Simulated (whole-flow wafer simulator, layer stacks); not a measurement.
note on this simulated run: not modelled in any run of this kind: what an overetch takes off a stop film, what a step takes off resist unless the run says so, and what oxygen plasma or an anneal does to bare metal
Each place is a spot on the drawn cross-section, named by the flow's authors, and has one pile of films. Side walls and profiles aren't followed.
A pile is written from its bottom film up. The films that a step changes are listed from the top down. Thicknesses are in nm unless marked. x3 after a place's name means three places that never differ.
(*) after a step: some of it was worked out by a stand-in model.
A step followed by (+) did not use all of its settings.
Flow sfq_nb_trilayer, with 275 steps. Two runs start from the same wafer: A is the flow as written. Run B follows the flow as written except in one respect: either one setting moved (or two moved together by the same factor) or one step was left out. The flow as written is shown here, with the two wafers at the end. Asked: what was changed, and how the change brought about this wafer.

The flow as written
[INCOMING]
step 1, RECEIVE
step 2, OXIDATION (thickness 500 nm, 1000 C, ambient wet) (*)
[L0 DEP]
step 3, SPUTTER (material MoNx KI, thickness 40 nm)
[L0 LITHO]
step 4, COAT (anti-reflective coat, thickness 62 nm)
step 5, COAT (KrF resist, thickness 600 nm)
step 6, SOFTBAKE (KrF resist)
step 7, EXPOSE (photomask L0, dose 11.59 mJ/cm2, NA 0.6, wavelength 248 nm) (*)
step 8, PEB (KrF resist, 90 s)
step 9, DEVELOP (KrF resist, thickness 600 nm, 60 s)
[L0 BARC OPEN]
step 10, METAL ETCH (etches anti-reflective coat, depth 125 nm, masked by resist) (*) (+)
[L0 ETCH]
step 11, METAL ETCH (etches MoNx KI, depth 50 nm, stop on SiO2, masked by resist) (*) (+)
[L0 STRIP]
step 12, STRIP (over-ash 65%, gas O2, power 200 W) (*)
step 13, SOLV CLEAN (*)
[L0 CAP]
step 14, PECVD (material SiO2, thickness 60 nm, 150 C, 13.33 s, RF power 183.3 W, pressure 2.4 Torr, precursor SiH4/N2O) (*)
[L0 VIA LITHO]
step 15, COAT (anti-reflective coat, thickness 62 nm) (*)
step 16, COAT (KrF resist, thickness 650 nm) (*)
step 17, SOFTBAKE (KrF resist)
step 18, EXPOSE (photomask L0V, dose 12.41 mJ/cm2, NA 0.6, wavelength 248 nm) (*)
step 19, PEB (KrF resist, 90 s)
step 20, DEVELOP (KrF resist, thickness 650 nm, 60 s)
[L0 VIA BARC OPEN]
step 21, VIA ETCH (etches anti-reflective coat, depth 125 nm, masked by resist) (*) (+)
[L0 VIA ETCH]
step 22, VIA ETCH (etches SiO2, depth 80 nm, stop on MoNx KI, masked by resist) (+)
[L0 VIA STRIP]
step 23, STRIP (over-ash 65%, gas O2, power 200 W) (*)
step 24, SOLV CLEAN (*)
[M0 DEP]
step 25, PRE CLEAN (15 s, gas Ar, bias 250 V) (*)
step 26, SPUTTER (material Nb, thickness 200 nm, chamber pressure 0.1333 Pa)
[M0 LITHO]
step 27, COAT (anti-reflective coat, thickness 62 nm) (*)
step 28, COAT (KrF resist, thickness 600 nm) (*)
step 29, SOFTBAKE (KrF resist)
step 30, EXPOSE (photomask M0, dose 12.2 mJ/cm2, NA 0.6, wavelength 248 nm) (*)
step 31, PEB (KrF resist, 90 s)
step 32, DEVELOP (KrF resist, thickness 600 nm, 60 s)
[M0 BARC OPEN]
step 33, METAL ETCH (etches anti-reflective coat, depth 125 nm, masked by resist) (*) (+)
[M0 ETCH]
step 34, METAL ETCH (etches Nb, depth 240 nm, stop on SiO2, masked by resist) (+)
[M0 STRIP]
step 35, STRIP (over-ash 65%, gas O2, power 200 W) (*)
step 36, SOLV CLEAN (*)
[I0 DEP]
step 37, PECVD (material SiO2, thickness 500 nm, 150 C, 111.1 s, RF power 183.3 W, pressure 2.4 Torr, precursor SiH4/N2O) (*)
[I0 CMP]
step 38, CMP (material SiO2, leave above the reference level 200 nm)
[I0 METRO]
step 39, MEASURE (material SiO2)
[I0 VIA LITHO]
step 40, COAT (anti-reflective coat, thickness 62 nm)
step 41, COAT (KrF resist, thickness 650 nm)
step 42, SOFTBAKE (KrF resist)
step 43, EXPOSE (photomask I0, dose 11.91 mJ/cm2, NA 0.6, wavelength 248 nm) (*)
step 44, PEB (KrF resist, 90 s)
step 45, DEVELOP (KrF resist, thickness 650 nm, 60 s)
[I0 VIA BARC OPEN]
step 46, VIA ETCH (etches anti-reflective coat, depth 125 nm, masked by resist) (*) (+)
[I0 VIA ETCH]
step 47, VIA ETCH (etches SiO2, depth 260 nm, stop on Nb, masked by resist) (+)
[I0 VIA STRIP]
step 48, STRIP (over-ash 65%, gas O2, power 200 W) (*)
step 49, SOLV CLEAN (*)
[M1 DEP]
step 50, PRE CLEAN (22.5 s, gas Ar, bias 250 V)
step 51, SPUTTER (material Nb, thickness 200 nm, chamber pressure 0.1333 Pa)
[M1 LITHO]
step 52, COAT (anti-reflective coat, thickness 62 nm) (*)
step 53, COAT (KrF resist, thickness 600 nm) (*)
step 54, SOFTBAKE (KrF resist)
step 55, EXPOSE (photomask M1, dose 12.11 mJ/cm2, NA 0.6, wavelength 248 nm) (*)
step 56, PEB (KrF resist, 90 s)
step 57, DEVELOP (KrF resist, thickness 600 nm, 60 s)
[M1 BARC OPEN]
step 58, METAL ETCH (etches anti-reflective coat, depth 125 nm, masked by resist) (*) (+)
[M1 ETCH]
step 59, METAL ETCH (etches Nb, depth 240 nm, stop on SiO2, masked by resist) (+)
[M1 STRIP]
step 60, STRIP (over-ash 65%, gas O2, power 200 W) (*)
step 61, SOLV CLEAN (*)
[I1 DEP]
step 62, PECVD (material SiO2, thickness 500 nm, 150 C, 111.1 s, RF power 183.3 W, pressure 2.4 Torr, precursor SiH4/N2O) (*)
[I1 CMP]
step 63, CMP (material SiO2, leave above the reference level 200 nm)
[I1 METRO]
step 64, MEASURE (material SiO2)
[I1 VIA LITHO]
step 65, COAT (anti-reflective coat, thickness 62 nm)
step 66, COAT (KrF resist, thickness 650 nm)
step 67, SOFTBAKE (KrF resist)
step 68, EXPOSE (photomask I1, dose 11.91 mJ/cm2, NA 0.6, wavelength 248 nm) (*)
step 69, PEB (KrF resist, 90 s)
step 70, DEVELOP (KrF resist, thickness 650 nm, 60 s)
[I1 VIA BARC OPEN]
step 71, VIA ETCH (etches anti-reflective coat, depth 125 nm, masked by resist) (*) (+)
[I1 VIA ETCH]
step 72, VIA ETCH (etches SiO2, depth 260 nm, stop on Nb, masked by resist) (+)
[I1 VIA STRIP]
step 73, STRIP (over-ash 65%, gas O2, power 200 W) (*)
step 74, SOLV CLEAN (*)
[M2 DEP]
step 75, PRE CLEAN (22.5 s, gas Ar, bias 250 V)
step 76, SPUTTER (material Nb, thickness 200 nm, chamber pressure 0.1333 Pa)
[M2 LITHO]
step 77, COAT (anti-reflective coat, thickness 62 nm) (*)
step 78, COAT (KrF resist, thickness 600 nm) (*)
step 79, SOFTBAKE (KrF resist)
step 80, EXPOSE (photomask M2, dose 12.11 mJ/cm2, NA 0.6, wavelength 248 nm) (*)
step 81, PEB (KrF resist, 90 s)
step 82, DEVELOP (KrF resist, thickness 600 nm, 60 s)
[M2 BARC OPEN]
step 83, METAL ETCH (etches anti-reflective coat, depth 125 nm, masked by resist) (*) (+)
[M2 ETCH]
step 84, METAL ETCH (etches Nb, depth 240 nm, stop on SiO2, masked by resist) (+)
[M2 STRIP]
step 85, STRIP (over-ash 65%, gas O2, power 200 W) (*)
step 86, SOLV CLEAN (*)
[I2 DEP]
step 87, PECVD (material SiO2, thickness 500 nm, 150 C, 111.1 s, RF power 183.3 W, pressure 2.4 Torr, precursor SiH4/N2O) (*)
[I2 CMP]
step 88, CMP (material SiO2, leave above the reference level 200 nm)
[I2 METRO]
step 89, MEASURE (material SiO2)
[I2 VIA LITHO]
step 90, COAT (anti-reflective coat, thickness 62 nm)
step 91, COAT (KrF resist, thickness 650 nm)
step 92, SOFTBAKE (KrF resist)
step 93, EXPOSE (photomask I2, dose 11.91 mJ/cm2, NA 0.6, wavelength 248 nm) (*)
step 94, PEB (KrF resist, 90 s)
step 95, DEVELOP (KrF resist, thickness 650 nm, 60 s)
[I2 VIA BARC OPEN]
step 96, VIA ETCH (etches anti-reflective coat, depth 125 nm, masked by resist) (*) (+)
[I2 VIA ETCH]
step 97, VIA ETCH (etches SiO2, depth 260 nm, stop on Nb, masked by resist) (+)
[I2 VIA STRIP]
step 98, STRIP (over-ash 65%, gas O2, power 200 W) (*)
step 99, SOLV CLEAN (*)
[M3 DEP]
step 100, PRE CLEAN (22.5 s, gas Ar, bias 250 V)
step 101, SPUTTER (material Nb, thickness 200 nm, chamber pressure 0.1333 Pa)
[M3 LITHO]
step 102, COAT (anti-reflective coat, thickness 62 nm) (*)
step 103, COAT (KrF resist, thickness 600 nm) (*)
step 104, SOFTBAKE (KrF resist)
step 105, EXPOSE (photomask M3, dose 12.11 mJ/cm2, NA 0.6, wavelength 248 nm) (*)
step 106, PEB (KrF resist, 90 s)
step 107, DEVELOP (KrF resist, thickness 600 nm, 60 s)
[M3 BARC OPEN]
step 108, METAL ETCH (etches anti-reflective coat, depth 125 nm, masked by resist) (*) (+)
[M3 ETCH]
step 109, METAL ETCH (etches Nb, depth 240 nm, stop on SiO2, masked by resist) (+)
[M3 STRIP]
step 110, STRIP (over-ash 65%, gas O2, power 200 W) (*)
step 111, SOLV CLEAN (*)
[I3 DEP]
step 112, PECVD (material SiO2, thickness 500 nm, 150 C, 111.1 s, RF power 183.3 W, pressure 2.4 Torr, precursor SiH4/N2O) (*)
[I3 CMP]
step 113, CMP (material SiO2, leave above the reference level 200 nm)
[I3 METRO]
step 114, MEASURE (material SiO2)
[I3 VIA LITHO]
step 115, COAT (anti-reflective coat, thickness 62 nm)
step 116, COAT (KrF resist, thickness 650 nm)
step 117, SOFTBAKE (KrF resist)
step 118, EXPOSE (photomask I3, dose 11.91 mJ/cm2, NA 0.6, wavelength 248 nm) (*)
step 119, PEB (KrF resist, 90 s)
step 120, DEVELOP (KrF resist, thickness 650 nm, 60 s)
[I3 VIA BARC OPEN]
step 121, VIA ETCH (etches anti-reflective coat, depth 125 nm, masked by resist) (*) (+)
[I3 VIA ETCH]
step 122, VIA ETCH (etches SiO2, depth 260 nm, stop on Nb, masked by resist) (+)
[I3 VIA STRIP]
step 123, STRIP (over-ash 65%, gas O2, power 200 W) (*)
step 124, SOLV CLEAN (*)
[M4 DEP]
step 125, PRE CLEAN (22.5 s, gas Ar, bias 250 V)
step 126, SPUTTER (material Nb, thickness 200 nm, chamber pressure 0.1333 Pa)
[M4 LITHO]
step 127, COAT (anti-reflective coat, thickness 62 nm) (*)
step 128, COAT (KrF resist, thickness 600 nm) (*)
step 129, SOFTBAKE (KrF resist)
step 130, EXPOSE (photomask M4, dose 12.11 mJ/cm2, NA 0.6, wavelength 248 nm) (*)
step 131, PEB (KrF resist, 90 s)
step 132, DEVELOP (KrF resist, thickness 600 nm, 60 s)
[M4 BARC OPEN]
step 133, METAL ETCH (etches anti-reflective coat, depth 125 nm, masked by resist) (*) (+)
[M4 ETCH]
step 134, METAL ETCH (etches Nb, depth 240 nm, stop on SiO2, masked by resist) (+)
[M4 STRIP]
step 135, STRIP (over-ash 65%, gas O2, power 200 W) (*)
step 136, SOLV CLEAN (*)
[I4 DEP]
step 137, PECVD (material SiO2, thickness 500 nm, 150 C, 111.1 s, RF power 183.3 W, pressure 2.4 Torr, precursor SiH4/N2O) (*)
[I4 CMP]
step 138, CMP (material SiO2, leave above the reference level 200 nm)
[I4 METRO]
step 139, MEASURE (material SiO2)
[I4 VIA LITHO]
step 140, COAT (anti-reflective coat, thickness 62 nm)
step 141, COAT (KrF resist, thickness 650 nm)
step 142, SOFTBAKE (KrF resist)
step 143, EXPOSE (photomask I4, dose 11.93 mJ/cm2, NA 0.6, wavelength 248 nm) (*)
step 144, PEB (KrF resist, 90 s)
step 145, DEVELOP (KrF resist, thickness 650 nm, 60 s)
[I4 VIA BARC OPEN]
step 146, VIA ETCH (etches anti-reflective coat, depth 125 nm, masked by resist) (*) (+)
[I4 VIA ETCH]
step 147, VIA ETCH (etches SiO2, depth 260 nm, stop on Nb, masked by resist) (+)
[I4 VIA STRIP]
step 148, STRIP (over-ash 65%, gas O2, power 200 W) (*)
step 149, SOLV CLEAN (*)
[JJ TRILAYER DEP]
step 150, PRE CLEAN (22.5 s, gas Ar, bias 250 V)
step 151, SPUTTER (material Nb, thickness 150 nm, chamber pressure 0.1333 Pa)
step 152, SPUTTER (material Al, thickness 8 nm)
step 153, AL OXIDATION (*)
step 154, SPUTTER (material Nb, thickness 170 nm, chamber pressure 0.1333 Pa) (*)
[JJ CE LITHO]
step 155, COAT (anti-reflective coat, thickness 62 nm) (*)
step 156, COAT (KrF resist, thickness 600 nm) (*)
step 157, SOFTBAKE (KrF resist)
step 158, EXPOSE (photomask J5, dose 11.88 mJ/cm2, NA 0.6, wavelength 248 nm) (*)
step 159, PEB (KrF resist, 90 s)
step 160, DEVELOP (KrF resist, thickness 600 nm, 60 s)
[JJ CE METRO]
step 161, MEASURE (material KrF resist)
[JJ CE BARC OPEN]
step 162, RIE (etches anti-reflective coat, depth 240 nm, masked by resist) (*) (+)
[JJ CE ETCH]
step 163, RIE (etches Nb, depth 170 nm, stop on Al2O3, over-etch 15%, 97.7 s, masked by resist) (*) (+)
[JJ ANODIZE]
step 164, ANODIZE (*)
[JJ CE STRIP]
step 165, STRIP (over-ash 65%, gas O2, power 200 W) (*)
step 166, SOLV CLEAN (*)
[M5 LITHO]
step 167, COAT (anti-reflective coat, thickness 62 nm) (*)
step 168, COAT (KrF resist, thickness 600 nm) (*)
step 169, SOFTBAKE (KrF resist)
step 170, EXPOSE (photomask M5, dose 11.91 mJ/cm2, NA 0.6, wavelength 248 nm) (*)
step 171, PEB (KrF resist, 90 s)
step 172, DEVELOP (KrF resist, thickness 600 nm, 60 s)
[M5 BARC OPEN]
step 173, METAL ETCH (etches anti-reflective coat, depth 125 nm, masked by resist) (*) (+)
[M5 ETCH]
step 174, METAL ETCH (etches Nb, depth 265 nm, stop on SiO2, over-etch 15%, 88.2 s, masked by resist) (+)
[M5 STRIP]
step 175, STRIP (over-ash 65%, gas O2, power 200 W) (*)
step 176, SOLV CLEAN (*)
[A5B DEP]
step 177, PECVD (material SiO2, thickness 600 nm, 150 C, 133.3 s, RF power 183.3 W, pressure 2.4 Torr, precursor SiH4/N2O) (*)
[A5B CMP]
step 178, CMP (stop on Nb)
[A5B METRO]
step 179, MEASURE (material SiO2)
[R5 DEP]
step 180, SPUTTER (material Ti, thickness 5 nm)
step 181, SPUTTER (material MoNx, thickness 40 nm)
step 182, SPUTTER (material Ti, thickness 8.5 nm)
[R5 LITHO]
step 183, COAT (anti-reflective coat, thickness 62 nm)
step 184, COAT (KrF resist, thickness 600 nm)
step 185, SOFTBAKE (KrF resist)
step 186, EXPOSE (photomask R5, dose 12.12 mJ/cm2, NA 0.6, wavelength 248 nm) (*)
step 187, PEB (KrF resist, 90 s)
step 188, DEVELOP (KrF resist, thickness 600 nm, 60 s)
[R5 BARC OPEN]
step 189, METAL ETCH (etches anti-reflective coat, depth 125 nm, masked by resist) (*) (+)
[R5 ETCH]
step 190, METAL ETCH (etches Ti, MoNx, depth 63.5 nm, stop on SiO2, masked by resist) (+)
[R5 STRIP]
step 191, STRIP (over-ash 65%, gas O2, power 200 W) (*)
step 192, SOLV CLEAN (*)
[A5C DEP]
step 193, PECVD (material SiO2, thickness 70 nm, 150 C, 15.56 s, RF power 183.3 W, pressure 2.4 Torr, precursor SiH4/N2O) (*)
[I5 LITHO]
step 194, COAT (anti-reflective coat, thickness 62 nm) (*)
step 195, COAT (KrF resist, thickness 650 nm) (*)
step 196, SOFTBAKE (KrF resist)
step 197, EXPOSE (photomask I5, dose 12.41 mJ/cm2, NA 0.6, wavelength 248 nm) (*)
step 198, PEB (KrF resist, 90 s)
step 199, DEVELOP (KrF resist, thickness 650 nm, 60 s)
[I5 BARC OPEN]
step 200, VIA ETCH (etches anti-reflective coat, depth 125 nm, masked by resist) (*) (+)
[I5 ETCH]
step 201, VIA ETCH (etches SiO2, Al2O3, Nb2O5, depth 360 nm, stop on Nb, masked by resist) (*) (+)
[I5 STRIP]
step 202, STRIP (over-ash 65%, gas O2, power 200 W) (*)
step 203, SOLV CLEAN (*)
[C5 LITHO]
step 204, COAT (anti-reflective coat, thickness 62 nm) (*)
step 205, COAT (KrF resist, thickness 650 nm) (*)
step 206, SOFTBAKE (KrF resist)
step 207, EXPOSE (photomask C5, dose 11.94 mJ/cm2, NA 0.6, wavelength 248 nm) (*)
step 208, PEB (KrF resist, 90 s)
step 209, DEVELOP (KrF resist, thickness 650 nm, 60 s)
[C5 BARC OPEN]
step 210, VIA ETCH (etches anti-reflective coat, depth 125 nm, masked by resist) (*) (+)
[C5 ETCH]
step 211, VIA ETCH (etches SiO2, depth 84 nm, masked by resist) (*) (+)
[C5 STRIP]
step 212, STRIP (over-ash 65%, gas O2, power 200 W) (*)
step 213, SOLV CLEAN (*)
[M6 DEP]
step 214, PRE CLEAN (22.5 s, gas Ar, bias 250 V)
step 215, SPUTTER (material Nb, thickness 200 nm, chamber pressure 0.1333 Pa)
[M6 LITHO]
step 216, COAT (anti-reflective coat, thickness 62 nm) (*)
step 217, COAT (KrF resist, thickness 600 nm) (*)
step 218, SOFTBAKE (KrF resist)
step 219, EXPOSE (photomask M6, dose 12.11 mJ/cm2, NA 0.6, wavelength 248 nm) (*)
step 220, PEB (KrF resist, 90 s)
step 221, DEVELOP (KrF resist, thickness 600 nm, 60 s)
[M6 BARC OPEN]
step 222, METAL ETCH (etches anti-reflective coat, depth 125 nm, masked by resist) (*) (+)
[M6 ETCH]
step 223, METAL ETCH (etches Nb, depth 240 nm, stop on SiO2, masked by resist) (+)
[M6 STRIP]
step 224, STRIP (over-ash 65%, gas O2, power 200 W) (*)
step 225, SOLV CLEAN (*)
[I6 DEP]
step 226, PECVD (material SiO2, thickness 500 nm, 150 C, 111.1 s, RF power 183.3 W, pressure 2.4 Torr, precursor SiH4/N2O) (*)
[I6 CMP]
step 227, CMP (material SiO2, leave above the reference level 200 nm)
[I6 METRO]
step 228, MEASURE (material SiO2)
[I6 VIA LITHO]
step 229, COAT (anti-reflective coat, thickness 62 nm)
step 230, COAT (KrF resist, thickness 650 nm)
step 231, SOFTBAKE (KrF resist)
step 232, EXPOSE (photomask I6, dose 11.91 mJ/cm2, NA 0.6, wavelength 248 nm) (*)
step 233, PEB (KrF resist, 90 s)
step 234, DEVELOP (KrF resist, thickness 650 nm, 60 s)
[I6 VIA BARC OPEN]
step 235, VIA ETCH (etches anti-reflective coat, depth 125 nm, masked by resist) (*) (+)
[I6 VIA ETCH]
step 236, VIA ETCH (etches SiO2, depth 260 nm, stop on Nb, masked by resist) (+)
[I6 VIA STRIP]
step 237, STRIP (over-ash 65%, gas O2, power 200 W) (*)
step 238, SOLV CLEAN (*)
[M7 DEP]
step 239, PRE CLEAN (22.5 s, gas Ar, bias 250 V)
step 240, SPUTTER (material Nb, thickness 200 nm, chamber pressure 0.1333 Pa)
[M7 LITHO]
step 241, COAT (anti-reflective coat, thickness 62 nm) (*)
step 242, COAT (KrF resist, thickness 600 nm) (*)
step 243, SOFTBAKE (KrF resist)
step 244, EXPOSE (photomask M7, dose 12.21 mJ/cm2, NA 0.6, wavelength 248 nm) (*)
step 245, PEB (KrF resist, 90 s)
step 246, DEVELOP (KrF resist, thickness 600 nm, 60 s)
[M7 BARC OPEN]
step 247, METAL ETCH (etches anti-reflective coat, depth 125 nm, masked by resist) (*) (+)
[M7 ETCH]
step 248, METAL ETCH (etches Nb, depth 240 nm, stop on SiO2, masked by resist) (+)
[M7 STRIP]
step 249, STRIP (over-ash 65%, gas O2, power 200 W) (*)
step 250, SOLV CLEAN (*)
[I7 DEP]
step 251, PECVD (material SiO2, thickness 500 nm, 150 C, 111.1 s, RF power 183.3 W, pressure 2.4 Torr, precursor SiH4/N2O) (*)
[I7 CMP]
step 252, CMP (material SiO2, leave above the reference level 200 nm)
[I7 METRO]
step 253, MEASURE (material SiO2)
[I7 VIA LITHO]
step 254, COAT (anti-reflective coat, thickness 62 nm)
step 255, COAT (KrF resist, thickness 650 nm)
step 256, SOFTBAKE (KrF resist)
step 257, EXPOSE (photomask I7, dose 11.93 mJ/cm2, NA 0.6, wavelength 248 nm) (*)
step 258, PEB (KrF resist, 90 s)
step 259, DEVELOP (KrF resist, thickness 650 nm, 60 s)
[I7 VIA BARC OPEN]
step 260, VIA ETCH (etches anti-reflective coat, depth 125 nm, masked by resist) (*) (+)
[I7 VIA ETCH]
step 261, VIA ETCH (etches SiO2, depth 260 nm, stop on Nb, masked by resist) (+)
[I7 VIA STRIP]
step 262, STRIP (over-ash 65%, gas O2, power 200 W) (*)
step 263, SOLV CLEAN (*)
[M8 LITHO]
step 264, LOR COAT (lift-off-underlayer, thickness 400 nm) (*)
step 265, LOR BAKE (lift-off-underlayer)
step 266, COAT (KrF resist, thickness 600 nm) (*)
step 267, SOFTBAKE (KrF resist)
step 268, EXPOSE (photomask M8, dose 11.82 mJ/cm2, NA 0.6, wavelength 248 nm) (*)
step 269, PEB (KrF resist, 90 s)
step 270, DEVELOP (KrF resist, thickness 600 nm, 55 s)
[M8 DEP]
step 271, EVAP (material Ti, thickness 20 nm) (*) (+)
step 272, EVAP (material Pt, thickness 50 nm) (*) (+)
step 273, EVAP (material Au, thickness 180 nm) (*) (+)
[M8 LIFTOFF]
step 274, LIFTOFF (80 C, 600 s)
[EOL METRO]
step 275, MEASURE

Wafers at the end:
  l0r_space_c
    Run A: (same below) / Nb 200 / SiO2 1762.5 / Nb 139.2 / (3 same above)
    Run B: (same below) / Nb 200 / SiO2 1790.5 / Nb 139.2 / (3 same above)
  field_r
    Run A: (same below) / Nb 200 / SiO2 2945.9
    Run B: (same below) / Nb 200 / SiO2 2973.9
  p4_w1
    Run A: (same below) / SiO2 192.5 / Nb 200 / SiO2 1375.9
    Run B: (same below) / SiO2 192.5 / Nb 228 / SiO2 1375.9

What caused this: step 126, SPUTTER: thickness 228 nm was run, while the flow as written has thickness 200 nm.
The wafer itself shows it: p4_w1 has Nb 228, and step 126 as written asks for 200 nm.

The path from the change to this, step by step:
  step 126, SPUTTER (material Nb, thickness 200 nm, chamber pressure 0.1333 Pa)
      field_l, v_sur, via_wl and 102 more: A +200 Nb (new film) | B +228 Nb (new film)
      via_v: A +165.5 Nb | B +189 Nb
  step 134, METAL ETCH (etches Nb, depth 240 nm, stop on SiO2, masked by resist) (+)
      field_l, be, be_sur and 64 more: A -200 Nb (all of it) | B -228 Nb (all of it)
  step 137, PECVD (material SiO2, thickness 500 nm, 150 C, 111.1 s, RF power 183.3 W, pressure 2.4 Torr, precursor SiH4/N2O) (*)
      p3_s0, p3_s1, p3_s2, p3_s3, p3_s4, p3_s5: A +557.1 SiO2 | B +585.1 SiO2
  step 138, CMP (material SiO2, leave above the reference level 200 nm)
      field_l, be, be_sur and 55 more: A -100 SiO2 | B -72 SiO2
      lsp_r, l0_sur, l0v: A -91.9 SiO2 | B -62.8 SiO2
